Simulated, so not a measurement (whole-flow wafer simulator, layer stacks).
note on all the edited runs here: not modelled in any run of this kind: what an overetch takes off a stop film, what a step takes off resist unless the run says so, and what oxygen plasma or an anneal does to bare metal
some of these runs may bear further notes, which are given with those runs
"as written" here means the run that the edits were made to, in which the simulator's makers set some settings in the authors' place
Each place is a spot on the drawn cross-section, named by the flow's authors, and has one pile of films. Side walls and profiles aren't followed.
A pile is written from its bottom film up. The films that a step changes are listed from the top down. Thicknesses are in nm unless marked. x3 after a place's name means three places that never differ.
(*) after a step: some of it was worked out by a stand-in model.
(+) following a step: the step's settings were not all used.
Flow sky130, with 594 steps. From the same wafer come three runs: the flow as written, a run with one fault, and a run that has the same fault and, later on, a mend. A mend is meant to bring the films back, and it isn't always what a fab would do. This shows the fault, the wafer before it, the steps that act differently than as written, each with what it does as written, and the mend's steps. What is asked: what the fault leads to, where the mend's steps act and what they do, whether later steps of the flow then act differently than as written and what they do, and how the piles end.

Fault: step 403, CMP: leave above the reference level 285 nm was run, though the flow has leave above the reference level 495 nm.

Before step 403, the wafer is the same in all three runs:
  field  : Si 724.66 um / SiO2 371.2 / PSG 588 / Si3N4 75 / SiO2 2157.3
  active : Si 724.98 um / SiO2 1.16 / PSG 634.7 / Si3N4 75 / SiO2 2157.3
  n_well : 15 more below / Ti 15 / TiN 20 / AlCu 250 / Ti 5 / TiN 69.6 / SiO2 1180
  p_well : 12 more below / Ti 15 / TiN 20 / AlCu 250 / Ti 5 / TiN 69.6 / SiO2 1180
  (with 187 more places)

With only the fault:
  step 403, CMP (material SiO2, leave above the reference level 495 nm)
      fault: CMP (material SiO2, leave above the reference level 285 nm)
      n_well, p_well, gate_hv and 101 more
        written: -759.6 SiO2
        fault: -969.6 SiO2
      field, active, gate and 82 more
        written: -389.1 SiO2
        fault: -599.1 SiO2
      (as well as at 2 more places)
  Steps later in the flow that act otherwise than as written (1 other step is not shown; it differs only slightly, by no more than 2% or 0.5 nm, whichever is larger):
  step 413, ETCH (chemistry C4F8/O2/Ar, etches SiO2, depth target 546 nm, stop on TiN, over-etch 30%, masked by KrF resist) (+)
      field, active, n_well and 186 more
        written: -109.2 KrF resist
        fault: -54.7 KrF resist
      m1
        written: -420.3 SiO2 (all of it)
        fault: -210.3 SiO2 (all of it)
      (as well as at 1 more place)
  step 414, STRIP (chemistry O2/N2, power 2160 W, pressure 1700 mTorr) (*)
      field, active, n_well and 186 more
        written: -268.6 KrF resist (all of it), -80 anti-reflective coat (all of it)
        fault: -323.2 KrF resist (all of it), -80 anti-reflective coat (all of it)
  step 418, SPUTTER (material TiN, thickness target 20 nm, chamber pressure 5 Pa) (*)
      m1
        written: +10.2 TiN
        fault: +13.4 TiN
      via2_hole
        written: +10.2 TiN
        fault: +13.3 TiN
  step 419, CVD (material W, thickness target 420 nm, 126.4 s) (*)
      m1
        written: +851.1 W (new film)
        fault: +638 W (new film)
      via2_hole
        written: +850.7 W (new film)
        fault: +637.5 W (new film)
  At field, active, n_well and 190 more, the piles at the end differ from the flow's by more than 2% or 0.5 nm, whichever is larger.
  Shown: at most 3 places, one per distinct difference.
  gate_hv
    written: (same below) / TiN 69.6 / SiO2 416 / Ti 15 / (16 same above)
    fault: (same below) / TiN 69.6 / SiO2 206 / Ti 15 / (16 same above)
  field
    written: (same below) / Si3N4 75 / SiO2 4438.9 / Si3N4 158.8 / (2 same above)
    fault: (same below) / Si3N4 75 / SiO2 4228.9 / Si3N4 158.8 / (2 same above)
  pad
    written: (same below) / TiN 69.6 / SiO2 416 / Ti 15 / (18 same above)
    fault: (same below) / TiN 69.6 / SiO2 206 / Ti 15 / (18 same above)

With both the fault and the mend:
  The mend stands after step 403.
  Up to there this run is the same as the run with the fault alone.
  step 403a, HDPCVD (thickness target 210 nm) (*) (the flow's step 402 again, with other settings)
      field, active, n_well and 188 more
        +210 SiO2
  Later steps of the flow that are run all act as written at every place that is followed, up to a difference of at most 2% or 0.5 nm, whichever is larger.
  The piles end the same as the flow's at every place that both follow.
